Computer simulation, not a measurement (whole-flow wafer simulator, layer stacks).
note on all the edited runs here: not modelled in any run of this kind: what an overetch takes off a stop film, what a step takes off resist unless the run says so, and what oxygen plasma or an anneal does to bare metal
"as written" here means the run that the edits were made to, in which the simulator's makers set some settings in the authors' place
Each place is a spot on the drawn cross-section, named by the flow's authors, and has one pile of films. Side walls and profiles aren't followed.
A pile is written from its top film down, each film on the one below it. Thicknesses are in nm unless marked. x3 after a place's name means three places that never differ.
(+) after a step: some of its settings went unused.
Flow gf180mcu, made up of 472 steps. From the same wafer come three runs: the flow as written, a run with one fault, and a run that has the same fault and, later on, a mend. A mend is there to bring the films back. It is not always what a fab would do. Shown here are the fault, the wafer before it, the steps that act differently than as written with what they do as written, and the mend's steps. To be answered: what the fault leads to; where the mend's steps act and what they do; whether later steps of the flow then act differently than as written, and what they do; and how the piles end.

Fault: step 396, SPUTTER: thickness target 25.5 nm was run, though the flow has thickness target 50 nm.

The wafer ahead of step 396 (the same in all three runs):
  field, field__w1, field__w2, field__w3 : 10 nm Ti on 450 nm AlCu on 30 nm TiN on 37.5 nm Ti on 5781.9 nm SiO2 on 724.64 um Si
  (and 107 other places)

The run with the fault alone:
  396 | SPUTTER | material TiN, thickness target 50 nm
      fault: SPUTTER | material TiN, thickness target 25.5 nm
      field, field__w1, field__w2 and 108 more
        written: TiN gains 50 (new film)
        fault: TiN gains 25.5 (new film)
  Later steps of the flow acting differently than as written (not shown: 1 more step that differs only slightly, by at most 2% or 0.5 nm, whichever is larger):
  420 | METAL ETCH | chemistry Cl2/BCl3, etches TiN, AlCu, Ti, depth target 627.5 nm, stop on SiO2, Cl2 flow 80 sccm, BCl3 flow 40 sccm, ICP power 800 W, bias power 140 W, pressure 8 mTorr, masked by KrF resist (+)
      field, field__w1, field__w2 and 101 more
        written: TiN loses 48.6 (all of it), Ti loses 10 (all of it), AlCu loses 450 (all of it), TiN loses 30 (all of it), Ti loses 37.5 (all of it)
        fault: TiN loses 24.1 (all of it), Ti loses 10 (all of it), AlCu loses 450 (all of it), TiN loses 30 (all of it), Ti loses 37.5 (all of it)
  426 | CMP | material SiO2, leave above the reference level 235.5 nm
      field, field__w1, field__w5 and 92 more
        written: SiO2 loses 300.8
        fault: SiO2 loses 325.3
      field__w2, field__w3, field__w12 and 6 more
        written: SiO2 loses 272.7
        fault: SiO2 loses 298.3
  At field__w4, field__w8, contact, m1, m1__w1, mim, mim_1p0, m1_nw, the piles at the end differ from the flow's by more than 2% or 0.5 nm, whichever is larger.
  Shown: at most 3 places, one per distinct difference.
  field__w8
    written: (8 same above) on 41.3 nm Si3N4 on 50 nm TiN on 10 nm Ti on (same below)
    fault: (8 same above) on 41.3 nm Si3N4 on 25.5 nm TiN on 10 nm Ti on (same below)
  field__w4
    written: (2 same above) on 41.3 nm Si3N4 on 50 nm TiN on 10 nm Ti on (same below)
    fault: (2 same above) on 41.3 nm Si3N4 on 25.5 nm TiN on 10 nm Ti on (same below)
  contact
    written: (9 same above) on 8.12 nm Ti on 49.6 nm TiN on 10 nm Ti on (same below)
    fault: (9 same above) on 8.12 nm Ti on 25.1 nm TiN on 10 nm Ti on (same below)

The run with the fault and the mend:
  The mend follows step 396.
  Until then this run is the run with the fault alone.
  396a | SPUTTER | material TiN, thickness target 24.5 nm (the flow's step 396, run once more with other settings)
      field, field__w1, field__w2 and 108 more
        TiN gains 24.5
  Every later step of the flow that is run acts as written at every place that is followed.
  At every place that both follow, the piles at the end match the flow's.
